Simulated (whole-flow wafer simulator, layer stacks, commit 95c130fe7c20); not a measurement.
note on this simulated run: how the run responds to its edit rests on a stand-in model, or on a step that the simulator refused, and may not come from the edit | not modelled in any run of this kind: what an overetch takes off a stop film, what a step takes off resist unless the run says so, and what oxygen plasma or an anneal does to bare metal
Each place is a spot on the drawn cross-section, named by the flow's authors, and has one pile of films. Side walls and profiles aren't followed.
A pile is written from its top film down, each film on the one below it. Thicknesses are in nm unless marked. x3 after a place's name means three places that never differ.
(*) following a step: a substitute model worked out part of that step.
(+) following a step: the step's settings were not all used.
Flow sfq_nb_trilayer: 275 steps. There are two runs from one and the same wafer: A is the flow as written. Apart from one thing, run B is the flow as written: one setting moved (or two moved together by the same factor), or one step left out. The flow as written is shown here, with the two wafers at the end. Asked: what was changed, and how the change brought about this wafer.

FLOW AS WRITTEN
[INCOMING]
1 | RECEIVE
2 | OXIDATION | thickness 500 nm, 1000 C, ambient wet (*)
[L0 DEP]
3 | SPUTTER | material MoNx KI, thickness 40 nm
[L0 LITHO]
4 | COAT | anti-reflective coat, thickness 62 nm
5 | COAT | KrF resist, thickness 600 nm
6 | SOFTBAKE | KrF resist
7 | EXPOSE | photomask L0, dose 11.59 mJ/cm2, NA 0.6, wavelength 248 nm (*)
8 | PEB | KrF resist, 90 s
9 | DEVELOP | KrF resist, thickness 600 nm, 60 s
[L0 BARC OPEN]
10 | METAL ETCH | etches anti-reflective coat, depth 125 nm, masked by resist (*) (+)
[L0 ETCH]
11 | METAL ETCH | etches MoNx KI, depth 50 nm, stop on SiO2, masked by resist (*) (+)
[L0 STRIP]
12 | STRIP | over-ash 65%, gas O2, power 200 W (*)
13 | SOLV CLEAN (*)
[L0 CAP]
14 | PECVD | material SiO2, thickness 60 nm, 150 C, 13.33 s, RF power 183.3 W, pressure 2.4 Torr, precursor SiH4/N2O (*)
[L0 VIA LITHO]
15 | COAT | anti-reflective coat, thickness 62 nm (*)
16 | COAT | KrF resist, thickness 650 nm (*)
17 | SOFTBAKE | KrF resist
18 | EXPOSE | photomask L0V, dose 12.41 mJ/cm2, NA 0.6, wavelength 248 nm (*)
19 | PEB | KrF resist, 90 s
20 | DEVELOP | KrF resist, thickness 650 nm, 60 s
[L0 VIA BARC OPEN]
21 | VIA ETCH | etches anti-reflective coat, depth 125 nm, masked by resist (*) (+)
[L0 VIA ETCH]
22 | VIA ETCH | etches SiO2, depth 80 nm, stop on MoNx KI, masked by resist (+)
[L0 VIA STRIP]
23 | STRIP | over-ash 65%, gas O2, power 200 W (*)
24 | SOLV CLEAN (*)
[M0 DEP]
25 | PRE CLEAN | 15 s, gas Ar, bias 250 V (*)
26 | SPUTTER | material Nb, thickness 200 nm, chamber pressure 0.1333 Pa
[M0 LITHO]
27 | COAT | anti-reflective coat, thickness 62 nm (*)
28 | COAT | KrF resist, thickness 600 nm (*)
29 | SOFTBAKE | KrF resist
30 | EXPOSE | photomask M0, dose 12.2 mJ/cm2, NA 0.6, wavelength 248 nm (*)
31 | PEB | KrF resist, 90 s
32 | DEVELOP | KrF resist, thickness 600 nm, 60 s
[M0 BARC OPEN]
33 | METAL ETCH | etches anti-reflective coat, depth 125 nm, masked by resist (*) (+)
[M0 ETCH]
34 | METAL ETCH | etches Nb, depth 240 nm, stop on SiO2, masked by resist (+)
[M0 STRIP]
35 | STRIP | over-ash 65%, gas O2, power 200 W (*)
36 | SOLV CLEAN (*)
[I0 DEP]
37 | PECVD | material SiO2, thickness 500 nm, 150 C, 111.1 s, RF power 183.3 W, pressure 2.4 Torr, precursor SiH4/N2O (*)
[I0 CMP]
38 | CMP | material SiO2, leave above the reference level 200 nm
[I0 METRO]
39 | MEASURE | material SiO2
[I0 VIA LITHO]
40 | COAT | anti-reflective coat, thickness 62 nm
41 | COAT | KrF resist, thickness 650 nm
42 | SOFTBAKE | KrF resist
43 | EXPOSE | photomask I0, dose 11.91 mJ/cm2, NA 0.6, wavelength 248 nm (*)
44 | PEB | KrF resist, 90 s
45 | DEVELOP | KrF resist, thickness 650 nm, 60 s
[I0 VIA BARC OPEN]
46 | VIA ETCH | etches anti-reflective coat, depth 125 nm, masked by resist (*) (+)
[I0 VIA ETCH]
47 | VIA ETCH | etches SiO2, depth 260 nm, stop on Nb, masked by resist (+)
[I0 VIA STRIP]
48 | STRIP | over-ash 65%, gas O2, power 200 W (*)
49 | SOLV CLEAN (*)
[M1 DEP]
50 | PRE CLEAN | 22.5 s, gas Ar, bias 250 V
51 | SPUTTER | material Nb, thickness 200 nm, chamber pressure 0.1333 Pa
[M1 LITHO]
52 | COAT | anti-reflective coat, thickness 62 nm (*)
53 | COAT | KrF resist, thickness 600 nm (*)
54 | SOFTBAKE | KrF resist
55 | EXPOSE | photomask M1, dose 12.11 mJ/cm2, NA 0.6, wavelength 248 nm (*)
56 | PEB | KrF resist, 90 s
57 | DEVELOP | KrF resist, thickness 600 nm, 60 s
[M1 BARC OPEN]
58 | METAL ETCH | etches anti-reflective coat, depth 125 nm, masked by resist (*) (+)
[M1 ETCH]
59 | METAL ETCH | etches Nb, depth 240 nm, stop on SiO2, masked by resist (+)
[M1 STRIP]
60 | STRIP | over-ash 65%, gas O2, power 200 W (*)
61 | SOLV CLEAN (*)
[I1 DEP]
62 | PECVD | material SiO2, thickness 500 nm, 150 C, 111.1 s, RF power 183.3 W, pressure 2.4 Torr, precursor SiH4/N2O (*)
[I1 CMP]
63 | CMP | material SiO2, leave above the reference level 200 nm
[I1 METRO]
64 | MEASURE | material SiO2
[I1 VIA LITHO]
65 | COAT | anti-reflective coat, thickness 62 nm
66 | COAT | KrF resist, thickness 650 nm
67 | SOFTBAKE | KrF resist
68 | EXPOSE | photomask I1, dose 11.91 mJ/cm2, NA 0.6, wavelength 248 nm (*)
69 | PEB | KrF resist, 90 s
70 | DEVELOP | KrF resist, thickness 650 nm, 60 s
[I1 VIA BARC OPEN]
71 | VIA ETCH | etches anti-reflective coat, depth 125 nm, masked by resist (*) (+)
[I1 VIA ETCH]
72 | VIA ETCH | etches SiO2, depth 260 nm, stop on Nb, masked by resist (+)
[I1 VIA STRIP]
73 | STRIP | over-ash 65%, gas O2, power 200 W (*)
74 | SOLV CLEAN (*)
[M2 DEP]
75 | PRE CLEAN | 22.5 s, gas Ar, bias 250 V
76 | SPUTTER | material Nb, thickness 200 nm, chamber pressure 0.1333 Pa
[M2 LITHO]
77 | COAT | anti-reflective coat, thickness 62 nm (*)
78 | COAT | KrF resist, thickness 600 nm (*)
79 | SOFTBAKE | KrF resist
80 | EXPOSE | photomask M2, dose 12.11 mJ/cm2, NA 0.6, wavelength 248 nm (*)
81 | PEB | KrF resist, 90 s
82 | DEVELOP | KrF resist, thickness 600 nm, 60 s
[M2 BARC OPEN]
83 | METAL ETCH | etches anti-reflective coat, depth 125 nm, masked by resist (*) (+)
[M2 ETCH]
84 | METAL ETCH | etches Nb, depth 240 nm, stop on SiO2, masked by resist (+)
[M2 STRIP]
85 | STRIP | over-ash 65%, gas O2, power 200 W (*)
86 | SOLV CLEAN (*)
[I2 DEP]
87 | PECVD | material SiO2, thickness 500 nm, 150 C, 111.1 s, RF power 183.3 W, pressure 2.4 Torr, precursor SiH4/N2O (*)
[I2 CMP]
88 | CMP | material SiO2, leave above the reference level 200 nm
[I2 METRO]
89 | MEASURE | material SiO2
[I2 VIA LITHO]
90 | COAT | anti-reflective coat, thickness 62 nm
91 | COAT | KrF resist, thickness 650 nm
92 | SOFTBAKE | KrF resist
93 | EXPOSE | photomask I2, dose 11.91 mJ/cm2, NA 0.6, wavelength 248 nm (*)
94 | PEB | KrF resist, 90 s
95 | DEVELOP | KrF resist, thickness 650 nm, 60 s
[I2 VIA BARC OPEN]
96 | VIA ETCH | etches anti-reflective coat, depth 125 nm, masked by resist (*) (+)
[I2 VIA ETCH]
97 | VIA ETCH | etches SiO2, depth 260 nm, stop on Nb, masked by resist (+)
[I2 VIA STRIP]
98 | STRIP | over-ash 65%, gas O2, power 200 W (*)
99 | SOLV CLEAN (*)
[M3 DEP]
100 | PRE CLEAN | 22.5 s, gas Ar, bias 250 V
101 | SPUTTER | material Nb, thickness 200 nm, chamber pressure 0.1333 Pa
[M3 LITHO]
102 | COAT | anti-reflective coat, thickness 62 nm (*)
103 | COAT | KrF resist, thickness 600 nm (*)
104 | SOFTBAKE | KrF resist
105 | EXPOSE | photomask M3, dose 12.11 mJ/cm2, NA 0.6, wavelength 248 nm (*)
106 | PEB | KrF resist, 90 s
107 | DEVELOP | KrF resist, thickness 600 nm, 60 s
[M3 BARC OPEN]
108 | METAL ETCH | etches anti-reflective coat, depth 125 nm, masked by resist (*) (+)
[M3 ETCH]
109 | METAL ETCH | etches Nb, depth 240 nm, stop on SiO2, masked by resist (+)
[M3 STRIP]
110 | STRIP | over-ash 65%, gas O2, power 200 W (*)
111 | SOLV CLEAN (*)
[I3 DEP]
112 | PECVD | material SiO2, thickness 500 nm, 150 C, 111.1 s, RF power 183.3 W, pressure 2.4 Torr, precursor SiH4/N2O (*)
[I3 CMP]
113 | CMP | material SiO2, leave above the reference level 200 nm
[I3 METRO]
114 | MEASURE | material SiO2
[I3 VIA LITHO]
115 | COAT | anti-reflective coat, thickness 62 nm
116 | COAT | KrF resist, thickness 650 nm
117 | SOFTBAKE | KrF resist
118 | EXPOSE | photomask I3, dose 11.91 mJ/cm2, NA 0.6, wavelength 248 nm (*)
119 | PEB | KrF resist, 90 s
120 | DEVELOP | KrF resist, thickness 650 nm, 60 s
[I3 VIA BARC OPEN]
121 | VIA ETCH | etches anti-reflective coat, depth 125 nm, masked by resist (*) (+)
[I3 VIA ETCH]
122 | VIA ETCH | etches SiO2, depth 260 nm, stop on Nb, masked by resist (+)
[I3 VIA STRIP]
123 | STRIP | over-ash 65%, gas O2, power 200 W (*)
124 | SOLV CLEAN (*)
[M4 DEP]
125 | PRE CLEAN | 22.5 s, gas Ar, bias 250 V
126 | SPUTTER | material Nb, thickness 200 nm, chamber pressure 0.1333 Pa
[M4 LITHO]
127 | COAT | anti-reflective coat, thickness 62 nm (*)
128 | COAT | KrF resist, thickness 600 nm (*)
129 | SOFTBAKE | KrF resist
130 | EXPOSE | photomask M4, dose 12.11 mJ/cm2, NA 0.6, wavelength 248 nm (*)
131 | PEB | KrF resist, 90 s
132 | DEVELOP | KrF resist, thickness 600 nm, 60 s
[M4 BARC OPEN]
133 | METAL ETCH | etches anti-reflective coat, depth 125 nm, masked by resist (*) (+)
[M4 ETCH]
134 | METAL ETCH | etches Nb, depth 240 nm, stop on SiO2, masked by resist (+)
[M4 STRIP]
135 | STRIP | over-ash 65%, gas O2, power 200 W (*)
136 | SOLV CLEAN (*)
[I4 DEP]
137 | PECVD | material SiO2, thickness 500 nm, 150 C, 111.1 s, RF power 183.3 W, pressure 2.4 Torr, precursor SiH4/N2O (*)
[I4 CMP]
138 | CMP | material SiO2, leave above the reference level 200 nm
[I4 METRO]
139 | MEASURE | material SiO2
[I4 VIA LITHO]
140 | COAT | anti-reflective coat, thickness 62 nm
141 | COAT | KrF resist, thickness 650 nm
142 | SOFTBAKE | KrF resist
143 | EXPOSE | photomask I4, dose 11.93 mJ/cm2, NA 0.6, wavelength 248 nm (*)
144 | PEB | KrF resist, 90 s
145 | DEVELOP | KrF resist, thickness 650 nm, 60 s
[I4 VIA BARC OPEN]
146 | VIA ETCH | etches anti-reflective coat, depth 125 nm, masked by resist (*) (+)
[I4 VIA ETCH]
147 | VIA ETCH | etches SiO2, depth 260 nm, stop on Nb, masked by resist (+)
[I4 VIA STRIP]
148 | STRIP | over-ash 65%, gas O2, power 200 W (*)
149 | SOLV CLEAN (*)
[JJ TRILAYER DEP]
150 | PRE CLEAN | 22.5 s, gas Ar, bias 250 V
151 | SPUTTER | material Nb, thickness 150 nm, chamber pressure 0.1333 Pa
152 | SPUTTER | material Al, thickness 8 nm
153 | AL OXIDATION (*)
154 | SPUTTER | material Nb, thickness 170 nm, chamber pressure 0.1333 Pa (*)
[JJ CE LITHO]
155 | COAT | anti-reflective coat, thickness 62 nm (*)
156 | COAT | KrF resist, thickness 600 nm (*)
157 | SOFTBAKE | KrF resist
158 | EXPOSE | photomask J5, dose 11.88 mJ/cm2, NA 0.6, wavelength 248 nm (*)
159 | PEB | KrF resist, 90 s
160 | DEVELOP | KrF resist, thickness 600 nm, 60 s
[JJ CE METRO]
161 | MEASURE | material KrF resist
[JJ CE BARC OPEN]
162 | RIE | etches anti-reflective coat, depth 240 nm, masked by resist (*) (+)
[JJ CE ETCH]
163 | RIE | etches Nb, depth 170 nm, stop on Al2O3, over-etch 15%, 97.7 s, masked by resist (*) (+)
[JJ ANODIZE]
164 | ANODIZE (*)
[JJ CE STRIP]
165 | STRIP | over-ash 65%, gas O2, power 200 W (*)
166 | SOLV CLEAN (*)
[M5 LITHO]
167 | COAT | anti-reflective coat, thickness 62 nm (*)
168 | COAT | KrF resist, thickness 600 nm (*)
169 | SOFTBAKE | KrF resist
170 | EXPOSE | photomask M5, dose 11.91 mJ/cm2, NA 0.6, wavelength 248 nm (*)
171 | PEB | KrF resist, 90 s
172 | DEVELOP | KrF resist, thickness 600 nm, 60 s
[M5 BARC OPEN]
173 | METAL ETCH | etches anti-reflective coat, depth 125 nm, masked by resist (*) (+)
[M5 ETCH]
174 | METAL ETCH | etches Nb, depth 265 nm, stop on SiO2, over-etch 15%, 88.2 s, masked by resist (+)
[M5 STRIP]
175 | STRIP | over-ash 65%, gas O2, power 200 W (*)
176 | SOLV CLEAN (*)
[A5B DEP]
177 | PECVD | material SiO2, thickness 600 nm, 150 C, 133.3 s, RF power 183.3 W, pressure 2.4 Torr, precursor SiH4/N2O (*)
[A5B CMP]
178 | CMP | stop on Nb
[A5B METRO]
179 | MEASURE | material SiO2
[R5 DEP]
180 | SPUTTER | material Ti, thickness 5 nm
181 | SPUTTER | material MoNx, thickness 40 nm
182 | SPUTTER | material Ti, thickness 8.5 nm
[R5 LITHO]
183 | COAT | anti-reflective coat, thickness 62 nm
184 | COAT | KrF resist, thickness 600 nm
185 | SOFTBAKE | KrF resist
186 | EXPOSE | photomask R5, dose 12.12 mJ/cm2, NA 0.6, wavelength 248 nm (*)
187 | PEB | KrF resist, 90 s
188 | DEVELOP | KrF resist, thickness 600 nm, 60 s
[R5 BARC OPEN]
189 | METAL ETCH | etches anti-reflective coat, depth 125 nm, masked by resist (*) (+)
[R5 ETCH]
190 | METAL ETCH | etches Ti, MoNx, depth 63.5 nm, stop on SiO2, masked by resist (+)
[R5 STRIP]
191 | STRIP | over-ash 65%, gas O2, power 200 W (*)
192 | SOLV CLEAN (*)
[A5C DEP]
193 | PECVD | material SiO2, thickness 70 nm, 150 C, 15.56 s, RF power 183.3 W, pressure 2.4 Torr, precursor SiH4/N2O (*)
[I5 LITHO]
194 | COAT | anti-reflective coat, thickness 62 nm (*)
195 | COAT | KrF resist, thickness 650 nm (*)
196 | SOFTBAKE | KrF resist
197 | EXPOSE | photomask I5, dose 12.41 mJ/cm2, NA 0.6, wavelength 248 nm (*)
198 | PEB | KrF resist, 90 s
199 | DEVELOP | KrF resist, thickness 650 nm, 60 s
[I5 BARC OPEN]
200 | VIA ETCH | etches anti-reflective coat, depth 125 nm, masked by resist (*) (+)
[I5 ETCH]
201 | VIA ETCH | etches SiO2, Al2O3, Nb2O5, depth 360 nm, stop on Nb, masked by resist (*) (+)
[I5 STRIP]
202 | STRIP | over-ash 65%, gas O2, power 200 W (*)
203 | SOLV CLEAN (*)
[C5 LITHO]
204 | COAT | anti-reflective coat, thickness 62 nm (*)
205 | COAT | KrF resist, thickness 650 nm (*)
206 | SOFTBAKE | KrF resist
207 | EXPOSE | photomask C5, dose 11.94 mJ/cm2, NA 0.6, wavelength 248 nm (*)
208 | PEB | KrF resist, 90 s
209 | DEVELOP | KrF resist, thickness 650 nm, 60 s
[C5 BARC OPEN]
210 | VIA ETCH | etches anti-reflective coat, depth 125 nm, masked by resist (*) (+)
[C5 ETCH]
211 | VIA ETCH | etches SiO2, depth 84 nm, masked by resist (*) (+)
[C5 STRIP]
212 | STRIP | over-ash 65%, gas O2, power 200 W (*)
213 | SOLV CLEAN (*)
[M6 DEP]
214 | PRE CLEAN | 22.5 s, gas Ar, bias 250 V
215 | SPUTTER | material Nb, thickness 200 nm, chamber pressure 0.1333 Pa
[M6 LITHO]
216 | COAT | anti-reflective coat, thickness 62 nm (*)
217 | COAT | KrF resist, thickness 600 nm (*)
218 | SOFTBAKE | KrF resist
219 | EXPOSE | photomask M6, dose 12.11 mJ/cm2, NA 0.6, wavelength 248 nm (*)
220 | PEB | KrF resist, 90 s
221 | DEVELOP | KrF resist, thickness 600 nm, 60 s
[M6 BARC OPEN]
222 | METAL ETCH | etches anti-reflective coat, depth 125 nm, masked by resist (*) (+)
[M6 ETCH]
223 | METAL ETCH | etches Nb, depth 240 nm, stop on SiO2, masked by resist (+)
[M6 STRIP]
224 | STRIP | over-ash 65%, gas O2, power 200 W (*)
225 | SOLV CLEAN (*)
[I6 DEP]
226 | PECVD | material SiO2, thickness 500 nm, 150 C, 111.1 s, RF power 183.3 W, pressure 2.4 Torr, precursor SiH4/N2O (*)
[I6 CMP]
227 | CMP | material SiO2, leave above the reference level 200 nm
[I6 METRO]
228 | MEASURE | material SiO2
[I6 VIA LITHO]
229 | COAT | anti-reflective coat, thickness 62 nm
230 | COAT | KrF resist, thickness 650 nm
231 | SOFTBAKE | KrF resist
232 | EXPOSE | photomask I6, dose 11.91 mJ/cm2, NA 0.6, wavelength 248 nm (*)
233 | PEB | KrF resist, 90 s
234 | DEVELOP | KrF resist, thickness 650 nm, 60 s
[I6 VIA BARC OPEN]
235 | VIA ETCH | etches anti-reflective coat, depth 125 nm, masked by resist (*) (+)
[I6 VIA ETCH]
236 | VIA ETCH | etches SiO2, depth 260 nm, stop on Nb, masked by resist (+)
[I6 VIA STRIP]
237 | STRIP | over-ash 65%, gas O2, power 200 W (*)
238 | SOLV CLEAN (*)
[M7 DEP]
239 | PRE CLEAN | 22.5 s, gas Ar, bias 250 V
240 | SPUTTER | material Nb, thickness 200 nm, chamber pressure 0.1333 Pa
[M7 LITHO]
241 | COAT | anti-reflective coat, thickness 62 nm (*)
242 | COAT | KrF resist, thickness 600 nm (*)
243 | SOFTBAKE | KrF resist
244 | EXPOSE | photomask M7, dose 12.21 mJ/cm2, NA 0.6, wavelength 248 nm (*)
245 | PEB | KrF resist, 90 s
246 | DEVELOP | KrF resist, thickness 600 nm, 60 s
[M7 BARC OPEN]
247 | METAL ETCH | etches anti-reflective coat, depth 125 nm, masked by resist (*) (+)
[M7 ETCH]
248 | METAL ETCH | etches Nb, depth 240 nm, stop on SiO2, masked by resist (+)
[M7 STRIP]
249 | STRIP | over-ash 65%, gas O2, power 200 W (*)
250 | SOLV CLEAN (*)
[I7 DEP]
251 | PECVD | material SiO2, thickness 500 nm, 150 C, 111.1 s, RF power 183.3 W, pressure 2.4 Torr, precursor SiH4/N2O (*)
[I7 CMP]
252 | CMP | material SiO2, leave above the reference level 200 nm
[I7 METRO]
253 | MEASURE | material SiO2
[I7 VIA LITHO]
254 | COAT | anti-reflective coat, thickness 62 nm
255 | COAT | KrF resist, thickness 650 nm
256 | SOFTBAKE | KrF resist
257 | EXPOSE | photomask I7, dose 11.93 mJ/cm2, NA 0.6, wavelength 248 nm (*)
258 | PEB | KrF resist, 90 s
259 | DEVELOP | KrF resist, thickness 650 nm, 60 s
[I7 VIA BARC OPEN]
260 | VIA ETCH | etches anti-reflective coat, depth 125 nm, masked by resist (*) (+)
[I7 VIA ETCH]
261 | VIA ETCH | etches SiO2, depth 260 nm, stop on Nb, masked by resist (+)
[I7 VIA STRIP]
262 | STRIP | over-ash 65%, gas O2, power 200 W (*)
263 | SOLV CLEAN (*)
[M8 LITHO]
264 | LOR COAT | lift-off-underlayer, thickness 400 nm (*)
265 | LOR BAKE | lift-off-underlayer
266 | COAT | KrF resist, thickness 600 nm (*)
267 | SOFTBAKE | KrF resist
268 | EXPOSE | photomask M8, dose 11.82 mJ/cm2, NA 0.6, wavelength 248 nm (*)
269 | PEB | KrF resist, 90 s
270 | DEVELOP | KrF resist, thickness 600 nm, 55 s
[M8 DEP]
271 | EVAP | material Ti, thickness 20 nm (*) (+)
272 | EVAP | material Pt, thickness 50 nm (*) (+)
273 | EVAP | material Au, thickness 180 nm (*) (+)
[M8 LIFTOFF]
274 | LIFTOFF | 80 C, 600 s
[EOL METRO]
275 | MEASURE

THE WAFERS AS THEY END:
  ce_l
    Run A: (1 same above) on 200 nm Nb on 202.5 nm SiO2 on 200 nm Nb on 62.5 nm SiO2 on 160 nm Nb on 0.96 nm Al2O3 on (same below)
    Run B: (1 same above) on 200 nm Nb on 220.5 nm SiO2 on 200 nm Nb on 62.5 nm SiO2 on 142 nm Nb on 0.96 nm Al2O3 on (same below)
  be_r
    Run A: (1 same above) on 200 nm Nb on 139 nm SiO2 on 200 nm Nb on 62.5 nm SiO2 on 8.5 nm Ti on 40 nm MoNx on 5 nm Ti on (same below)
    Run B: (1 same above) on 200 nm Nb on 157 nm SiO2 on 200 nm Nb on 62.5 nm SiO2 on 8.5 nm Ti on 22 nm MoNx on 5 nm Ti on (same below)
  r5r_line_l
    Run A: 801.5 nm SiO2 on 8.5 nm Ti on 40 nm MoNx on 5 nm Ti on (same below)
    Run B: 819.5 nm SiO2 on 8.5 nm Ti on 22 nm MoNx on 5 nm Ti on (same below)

What caused this: step 181, SPUTTER: thickness 22 nm was run, whereas the flow has thickness 40 nm.
The wafer itself shows it: be_r has MoNx 22, and step 181 as written asks for 40 nm.

The path from the change to this, step by step:
  181 | SPUTTER | material MoNx, thickness 40 nm
      field_l, v_sur, via_wl and 103 more: A +40 MoNx (new film) | B +22 MoNx (new film)
  190 | METAL ETCH | etches Ti, MoNx, depth 63.5 nm, stop on SiO2, masked by resist (+)
      field_l, v_sur, via_wl and 92 more: A -8.5 Ti (all of it), -40 MoNx (all of it), -5 Ti (all of it) | B -8.5 Ti (all of it), -22 MoNx (all of it), -5 Ti (all of it)
      ce_l, c5j, ce_r, wl_jj: A -8.5 Ti (all of it), -40 MoNx (all of it), -5 Ti (all of it), -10 Nb | B -8.5 Ti (all of it), -22 MoNx (all of it), -5 Ti (all of it), -28 Nb
  194 | COAT | anti-reflective coat, thickness 62 nm (*)
      wl_j_sl, wl_j_sr: A +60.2 anti-reflective coat (new film) | B +57.3 anti-reflective coat (new film)
      r5r_spacepad_l, r5r_spacepad_r: A +84.4 anti-reflective coat (new film) | B +76.6 anti-reflective coat (new film)
      (as well as at 15 more places)
  202 | STRIP | over-ash 65%, gas O2, power 200 W (*)
      wl_j_sl, wl_j_sr: A -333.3 KrF resist (all of it), -60.2 anti-reflective coat (all of it) | B -333.4 KrF resist (all of it), -57.3 anti-reflective coat (all of it)
      r5r_spacepad_l, r5r_spacepad_r: A -335.6 KrF resist (all of it), -84.4 anti-reflective coat (all of it) | B -334.9 KrF resist (all of it), -76.6 anti-reflective coat (all of it)
      (as well as at 15 more places)
  204 | COAT | anti-reflective coat, thickness 62 nm (*)
      wl_j_sl, wl_j_sr: A +60.2 anti-reflective coat (new film) | B +57.3 anti-reflective coat (new film)
      r5r_spacepad_l, r5r_spacepad_r: A +84.4 anti-reflective coat (new film) | B +76.6 anti-reflective coat (new film)
      (as well as at 15 more places)
  210 | VIA ETCH | etches anti-reflective coat, depth 125 nm, masked by resist (*) (+)
      field_l, v_sur, via_wl and 101 more: A -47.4 KrF resist | B -48.6 KrF resist
      c5j: A -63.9 anti-reflective coat (all of it), -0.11 SiO2 | B -68.8 anti-reflective coat (all of it), -0.09 SiO2
      (as well as at 1 more place)
  212 | STRIP | over-ash 65%, gas O2, power 200 W (*)
      wl_j_sl, wl_j_sr: A -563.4 KrF resist (all of it), -60.2 anti-reflective coat (all of it) | B -562.2 KrF resist (all of it), -57.3 anti-reflective coat (all of it)
      r5r_spacepad_l, r5r_spacepad_r: A -565.8 KrF resist (all of it), -84.4 anti-reflective coat (all of it) | B -563.7 KrF resist (all of it), -76.6 anti-reflective coat (all of it)
      (as well as at 13 more places)
  216 | COAT | anti-reflective coat, thickness 62 nm (*)
      r5r_line_l, r5r_line_c, r5r_line_r: A +50 anti-reflective coat (new film) | B +53.2 anti-reflective coat (new film)
      wl_j_sl, wl_j_sr: A +60.2 anti-reflective coat (new film) | B +57.4 anti-reflective coat (new film)
      (as well as at 13 more places)
  222 | METAL ETCH | etches anti-reflective coat, depth 125 nm, masked by resist (*) (+)
      r5r_line_l, r5r_line_c, r5r_line_r: A -50 anti-reflective coat (all of it) | B -53.2 anti-reflective coat (all of it)
      r5r_spacepad_l, r5r_spacepad_r: A -85.7 anti-reflective coat (all of it) | B -77.2 anti-reflective coat (all of it)
      (as well as at 2 more places)
  224 | STRIP | over-ash 65%, gas O2, power 200 W (*)
      wl_j_sl, wl_j_sr: A -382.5 KrF resist (all of it), -60.2 anti-reflective coat (all of it) | B -382.4 KrF resist (all of it), -57.4 anti-reflective coat (all of it)
      jj_sur: A -378.5 KrF resist (all of it), -56.1 anti-reflective coat (all of it) | B -377.5 KrF resist (all of it), -52.8 anti-reflective coat (all of it)
      (as well as at 8 more places)
  226 | PECVD | material SiO2, thickness 500 nm, 150 C, 111.1 s, RF power 183.3 W, pressure 2.4 Torr, precursor SiH4/N2O (*)
      r5r_spacepad_l, r5r_spacepad_r: A +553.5 SiO2 | B +533 SiO2
  227 | CMP | material SiO2, leave above the reference level 200 nm
      ce_l, ce_r, wl_jj: A -290 SiO2 | B -272 SiO2
      be_r, r_sur, r_end: A -353.5 SiO2 | B -335.5 SiO2
      (as well as at 7 more places)
